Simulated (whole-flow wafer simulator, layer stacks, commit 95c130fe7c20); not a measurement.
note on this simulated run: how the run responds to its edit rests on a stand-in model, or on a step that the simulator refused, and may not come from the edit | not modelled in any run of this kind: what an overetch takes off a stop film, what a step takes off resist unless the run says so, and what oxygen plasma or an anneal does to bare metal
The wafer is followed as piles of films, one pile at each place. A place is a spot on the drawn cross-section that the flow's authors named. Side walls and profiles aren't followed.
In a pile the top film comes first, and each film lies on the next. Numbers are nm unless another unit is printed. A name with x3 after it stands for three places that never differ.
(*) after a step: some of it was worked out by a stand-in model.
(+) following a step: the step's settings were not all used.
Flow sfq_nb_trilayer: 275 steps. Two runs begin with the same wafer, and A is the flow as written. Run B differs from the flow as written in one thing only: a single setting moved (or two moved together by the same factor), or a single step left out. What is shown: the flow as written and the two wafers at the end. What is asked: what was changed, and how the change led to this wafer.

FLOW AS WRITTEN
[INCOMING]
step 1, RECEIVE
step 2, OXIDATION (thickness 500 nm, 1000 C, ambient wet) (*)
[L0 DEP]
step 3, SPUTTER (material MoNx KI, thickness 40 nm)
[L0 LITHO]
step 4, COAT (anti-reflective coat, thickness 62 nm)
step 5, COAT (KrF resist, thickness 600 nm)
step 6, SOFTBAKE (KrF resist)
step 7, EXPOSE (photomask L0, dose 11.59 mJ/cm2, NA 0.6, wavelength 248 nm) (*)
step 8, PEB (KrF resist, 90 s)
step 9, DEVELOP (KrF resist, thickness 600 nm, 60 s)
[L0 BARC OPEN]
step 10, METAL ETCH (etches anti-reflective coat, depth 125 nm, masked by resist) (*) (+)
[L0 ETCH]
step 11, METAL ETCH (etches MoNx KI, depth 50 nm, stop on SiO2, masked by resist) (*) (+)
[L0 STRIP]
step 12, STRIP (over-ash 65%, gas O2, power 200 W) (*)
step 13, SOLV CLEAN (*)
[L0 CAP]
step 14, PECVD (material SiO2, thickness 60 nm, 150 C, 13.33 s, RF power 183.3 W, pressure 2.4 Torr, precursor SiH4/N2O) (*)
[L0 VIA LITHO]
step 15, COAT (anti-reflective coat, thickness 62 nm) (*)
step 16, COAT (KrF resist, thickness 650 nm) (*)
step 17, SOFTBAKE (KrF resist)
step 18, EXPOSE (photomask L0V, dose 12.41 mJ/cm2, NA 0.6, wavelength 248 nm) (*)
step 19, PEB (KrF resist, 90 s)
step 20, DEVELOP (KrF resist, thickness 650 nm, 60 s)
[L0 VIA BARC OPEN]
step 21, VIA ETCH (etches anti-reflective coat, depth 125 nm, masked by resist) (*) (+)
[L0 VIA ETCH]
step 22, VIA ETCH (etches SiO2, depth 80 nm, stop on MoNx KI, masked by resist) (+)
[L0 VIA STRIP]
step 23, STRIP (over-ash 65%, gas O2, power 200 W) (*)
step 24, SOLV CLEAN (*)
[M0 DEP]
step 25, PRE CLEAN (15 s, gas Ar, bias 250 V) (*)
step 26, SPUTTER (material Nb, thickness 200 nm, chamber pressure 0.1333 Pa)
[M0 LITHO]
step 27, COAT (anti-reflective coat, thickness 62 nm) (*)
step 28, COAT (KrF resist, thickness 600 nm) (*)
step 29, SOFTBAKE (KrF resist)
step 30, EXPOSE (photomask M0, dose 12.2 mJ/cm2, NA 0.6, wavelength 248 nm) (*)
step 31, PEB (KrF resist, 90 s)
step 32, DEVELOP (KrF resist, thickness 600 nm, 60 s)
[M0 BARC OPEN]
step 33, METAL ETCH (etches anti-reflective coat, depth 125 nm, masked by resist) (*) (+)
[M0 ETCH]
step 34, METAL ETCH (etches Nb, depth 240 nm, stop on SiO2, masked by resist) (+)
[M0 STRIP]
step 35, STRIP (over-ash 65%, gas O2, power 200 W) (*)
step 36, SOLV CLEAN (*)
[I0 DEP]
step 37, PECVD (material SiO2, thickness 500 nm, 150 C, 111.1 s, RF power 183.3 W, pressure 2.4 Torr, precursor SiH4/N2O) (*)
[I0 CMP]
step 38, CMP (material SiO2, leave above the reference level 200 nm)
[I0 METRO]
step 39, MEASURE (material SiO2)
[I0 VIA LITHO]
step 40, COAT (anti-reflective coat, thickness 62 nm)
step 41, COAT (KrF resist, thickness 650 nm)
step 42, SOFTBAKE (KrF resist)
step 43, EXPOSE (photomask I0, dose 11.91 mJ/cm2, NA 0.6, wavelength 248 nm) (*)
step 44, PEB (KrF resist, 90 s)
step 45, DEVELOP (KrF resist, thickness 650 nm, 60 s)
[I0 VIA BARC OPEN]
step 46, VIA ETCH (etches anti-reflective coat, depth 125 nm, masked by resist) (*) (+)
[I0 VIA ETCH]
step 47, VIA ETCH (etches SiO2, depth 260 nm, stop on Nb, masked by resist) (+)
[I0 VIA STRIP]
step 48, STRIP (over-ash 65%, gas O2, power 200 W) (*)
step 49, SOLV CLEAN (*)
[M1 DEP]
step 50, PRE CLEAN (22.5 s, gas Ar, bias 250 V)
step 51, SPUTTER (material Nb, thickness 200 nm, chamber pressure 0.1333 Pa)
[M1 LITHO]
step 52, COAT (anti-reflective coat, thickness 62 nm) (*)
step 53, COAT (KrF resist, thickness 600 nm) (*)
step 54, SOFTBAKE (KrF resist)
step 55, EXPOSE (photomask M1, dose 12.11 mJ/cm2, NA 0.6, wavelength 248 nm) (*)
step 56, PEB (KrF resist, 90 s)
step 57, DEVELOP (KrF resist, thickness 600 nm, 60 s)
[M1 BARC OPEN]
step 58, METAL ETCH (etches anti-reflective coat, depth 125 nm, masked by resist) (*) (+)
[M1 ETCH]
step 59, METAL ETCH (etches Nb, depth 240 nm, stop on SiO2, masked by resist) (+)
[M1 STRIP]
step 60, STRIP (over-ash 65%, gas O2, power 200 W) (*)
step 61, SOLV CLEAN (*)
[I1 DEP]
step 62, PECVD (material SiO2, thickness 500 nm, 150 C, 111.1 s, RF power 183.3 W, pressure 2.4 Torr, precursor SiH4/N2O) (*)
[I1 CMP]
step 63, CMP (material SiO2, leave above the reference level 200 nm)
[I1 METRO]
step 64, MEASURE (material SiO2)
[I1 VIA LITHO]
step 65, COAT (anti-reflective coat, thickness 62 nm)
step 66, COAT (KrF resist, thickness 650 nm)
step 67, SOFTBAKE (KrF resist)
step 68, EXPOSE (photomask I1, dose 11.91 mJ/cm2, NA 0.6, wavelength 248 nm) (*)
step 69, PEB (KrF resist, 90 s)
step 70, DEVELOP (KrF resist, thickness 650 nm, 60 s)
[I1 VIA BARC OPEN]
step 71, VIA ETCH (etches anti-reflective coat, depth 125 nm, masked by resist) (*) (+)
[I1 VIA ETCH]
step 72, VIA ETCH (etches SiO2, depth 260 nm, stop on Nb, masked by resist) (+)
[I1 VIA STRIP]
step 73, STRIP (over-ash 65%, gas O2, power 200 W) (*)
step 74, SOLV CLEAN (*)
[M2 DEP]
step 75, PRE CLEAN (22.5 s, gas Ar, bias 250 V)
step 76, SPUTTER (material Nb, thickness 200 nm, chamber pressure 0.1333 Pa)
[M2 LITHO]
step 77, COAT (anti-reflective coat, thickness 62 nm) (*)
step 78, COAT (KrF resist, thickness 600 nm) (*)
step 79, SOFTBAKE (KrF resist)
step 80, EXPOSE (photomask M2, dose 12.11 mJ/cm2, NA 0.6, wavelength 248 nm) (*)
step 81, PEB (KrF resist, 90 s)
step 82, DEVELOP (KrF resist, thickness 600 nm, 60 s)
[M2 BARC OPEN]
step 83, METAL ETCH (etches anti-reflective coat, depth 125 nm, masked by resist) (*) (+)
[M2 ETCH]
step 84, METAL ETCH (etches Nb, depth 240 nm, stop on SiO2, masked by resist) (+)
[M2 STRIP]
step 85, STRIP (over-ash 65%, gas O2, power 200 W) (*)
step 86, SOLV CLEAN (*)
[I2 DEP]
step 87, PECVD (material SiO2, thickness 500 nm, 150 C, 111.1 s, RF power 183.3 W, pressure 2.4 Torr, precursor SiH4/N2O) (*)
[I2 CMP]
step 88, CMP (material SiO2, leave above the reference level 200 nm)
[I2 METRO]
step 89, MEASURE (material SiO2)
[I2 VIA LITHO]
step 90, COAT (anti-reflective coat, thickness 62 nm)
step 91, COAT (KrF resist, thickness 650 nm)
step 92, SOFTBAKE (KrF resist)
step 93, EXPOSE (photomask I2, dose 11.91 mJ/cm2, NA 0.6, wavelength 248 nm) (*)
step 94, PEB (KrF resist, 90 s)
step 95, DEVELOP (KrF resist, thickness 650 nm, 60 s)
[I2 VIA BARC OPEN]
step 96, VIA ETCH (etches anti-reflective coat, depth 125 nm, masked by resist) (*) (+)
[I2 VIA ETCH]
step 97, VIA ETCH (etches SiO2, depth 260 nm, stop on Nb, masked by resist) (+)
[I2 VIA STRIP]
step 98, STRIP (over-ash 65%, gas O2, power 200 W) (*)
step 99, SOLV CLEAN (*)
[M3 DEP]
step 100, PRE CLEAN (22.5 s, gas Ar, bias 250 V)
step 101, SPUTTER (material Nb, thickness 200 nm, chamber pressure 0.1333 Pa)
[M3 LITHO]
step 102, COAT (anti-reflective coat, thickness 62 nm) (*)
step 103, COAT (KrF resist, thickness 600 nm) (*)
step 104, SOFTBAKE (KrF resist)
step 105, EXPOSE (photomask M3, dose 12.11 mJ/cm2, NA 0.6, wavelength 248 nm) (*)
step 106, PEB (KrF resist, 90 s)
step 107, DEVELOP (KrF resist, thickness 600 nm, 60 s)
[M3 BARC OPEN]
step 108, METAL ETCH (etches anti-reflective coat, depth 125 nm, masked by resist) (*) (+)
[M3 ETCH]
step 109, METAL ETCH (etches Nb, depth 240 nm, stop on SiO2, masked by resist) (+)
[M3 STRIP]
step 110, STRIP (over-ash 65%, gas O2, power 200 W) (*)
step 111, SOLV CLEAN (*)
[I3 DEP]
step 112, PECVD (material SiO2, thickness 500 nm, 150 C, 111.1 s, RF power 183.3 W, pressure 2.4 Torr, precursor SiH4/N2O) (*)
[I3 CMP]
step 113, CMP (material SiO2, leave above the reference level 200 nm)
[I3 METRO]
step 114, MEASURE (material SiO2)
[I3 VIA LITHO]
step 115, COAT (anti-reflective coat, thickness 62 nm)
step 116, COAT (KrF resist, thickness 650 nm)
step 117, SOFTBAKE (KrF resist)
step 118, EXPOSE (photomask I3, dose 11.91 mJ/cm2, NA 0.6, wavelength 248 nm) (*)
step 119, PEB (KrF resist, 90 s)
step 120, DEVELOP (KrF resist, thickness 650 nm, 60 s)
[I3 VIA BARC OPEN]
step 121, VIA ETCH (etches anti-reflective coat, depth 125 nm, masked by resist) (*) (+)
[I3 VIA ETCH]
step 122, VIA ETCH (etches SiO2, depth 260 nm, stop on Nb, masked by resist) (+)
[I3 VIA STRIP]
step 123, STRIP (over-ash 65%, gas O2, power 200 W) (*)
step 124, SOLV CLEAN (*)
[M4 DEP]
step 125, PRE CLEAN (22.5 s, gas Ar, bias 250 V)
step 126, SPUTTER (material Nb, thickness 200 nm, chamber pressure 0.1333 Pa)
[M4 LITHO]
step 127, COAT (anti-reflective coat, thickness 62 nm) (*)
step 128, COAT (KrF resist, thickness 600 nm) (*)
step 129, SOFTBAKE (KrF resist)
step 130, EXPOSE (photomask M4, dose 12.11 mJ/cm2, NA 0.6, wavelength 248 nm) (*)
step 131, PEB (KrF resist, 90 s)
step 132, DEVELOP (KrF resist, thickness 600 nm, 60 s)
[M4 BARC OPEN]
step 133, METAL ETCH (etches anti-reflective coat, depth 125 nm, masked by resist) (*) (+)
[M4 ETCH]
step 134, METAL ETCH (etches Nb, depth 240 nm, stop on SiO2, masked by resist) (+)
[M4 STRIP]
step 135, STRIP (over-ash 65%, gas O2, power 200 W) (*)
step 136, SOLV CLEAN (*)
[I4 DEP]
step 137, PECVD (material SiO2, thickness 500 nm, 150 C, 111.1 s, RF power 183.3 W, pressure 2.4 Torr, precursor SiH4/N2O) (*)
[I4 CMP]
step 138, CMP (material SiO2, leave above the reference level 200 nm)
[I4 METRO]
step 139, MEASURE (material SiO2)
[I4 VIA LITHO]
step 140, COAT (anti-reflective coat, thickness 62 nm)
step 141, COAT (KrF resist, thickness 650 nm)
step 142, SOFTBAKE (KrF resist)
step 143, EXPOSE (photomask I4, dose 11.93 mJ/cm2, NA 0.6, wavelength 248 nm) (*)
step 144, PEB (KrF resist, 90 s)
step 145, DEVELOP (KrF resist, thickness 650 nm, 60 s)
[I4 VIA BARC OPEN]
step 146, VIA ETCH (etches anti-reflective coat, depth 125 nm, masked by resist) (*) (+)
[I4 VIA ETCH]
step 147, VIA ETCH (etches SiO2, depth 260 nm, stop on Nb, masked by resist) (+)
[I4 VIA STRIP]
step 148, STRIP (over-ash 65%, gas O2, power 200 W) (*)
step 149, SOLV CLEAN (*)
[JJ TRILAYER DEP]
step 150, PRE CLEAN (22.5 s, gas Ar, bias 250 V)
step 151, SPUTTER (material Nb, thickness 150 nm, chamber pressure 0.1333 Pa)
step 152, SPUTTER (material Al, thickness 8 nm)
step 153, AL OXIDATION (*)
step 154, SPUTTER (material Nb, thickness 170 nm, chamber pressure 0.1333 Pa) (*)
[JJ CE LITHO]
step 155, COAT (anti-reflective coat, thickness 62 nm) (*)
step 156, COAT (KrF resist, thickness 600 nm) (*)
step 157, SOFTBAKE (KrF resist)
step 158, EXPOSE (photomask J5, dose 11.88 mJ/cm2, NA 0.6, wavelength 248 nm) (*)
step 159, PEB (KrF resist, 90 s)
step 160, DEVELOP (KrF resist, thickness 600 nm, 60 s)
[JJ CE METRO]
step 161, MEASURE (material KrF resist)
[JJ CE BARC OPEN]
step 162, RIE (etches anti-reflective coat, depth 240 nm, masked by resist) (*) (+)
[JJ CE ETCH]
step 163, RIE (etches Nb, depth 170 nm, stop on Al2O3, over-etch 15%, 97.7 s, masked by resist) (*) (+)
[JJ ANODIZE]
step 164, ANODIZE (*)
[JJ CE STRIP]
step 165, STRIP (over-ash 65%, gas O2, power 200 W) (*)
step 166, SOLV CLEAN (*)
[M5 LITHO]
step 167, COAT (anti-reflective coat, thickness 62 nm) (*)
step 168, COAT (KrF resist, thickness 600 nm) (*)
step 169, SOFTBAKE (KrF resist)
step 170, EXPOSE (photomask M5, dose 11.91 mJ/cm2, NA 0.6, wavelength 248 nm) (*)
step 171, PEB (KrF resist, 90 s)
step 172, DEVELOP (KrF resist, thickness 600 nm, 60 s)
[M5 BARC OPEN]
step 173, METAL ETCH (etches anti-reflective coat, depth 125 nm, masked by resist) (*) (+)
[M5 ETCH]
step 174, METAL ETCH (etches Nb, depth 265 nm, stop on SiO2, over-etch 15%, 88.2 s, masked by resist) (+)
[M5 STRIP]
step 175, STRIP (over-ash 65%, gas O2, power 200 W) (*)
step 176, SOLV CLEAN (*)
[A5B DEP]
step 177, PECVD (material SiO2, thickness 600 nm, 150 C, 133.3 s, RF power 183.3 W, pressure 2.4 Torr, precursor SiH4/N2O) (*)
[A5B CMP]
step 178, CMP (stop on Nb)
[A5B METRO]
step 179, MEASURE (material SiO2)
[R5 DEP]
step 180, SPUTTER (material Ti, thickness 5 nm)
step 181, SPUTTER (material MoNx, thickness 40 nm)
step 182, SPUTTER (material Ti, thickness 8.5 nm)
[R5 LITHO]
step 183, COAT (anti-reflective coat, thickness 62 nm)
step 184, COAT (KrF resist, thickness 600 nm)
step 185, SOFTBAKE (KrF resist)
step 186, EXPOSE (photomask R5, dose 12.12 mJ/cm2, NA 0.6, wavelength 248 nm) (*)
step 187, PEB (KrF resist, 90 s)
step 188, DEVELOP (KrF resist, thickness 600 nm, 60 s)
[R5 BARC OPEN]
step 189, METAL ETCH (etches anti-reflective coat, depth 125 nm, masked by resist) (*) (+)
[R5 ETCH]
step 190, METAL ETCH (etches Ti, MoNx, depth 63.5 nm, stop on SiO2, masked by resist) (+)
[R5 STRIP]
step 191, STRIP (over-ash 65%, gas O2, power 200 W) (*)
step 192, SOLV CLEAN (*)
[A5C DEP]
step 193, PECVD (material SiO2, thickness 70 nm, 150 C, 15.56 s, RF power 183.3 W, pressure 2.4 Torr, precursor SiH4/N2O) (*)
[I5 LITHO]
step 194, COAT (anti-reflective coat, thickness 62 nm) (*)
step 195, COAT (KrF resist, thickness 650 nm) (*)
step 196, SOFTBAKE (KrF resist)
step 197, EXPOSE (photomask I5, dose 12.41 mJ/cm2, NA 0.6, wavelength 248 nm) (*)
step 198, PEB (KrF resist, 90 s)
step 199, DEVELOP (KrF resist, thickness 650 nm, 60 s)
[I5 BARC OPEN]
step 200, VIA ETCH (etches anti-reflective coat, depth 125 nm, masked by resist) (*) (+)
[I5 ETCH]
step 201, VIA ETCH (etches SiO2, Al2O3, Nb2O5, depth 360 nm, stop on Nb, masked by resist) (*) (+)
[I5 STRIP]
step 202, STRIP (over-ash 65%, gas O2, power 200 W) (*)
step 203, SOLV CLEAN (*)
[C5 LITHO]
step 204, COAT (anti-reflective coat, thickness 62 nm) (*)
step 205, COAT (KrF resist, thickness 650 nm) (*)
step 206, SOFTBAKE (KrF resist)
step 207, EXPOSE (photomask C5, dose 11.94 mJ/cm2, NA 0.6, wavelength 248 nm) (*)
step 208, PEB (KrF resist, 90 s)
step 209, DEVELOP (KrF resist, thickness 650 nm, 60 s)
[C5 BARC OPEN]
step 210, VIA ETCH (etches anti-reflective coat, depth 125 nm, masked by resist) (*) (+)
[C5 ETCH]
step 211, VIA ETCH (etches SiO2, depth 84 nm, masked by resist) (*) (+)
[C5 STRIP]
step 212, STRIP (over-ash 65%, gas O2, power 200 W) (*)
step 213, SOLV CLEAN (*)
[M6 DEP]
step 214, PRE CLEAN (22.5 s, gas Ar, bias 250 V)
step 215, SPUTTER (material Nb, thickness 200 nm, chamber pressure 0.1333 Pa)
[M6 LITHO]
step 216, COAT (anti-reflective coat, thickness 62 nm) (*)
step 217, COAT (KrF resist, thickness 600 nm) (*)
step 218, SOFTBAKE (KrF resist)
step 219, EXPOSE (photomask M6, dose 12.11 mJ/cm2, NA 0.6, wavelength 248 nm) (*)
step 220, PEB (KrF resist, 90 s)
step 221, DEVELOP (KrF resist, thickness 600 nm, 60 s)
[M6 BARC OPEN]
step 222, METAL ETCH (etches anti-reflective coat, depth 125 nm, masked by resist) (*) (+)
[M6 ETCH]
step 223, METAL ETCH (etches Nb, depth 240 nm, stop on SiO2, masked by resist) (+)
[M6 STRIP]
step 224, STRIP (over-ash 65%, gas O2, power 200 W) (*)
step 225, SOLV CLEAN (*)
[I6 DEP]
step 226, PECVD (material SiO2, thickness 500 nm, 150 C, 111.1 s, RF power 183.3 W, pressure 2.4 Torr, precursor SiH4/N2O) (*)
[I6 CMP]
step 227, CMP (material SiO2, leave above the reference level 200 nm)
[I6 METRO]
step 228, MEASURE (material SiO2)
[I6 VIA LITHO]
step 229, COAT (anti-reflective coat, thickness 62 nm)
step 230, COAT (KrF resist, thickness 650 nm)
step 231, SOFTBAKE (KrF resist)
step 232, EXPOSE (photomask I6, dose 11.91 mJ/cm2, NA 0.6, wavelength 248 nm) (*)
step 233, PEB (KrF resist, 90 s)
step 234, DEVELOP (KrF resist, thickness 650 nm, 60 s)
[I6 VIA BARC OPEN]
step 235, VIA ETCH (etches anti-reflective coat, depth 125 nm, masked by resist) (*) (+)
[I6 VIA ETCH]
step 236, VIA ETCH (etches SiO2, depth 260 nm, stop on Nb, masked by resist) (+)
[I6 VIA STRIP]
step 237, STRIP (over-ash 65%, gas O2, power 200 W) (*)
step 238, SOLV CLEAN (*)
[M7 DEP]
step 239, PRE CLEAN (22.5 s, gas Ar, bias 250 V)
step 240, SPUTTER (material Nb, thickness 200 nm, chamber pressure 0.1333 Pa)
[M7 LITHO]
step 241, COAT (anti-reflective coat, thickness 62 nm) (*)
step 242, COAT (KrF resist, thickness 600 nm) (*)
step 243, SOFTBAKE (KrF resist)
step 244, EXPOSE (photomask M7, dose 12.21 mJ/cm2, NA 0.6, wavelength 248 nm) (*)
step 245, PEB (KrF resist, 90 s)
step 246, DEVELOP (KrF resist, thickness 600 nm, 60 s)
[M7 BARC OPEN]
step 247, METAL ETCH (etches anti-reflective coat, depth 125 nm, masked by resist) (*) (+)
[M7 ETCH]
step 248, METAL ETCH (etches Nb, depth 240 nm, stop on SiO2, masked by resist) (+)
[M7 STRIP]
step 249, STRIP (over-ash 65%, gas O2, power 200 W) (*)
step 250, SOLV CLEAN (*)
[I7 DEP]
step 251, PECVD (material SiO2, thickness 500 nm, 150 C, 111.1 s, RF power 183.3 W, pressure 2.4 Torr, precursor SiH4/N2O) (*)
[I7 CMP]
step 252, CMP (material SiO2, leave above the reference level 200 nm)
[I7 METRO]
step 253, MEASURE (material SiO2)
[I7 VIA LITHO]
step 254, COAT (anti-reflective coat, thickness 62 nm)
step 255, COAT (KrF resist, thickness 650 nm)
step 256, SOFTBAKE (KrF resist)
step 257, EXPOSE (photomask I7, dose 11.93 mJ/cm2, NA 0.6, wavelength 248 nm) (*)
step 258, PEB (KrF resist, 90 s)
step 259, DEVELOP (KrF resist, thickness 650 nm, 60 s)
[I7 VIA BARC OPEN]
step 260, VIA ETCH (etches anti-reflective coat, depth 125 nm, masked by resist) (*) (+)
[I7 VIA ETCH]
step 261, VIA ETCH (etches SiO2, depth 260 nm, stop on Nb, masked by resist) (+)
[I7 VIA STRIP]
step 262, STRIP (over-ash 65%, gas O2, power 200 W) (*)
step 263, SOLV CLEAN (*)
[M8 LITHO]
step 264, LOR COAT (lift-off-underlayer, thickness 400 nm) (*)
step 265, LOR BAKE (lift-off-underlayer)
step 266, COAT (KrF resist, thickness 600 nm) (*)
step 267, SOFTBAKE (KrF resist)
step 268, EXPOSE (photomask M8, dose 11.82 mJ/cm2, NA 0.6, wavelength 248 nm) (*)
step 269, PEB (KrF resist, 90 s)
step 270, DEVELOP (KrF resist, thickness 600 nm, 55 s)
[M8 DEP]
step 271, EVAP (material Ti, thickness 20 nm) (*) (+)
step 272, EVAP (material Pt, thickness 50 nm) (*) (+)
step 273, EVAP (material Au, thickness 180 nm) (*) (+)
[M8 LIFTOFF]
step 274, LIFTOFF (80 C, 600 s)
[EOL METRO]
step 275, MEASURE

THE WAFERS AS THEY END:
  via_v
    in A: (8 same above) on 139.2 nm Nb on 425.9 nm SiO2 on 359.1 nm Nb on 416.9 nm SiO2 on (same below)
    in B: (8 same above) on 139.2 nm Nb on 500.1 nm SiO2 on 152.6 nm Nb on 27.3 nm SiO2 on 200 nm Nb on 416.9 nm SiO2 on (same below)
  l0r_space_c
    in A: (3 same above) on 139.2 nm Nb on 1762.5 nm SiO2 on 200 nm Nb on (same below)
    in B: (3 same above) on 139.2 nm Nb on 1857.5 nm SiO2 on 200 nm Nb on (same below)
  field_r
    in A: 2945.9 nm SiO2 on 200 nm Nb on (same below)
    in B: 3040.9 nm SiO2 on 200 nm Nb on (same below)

What caused this: step 113, CMP: leave above the reference level 295 nm was run, while the flow as written has leave above the reference level 200 nm.

Step by step, how the change led to this:
  step 113, CMP (material SiO2, leave above the reference level 200 nm)
      field_l, be, be_sur and 64 more: A SiO2 loses 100 | B SiO2 loses 5
      v_sur, via_wl, via_wr and 27 more: A SiO2 loses 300 | B SiO2 loses 205
      (as well as at 9 more places)
  step 122, VIA ETCH (etches SiO2, depth 260 nm, stop on Nb, masked by resist) (+)
      via_v: A SiO2 loses 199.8 (all of it) | B SiO2 loses 260
  step 125, PRE CLEAN (22.5 s, gas Ar, bias 250 V)
      via_v: A Nb loses 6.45 | B SiO2 loses 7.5
  step 126, SPUTTER (material Nb, thickness 200 nm, chamber pressure 0.1333 Pa)
      via_v: A Nb gains 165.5 | B Nb gains 152.6 (new film)
  step 127, COAT (anti-reflective coat, thickness 62 nm) (*)
      via_sp: A anti-reflective coat gains 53 (new film) | B anti-reflective coat gains 50.1 (new film)
      via_v: A anti-reflective coat gains 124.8 (new film) | B anti-reflective coat gains 128.6 (new film)
      (as well as at 1 more place)
  step 128, COAT (KrF resist, thickness 600 nm) (*)
      via_v: A KrF resist gains 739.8 (new film) | B KrF resist gains 797.5 (new film)
  step 135, STRIP (over-ash 65%, gas O2, power 200 W) (*)
      via_sp: A KrF resist loses 373.9 (all of it), anti-reflective coat loses 53 (all of it) | B KrF resist loses 369.8 (all of it), anti-reflective coat loses 50.1 (all of it)
      via_v: A KrF resist loses 521.8 (all of it), anti-reflective coat loses 124.8 (all of it) | B KrF resist loses 579.3 (all of it), anti-reflective coat loses 128.6 (all of it)
      (as well as at 1 more place)
  step 137, PECVD (material SiO2, thickness 500 nm, 150 C, 111.1 s, RF power 183.3 W, pressure 2.4 Torr, precursor SiH4/N2O) (*)
      via_v: A SiO2 gains 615 (new film) | B SiO2 gains 664.6 (new film)
  step 138, CMP (material SiO2, leave above the reference level 200 nm)
      via_v: A SiO2 loses 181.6 | B SiO2 loses 157.1
Taking metal films that touch as one body, via_v has 7 bodies (between them, from the top down: SiO2 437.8; SiO2 209 / Al2O3 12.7 / Nb2O5 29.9; SiO2 500.1; SiO2 27.3; SiO2 416.9; SiO2 192.5); the flow as written gives 6 bodies (between them, from the top down: SiO2 437.8; SiO2 209 / Al2O3 12.7 / Nb2O5 29.9; SiO2 425.9; SiO2 416.9; SiO2 192.5).
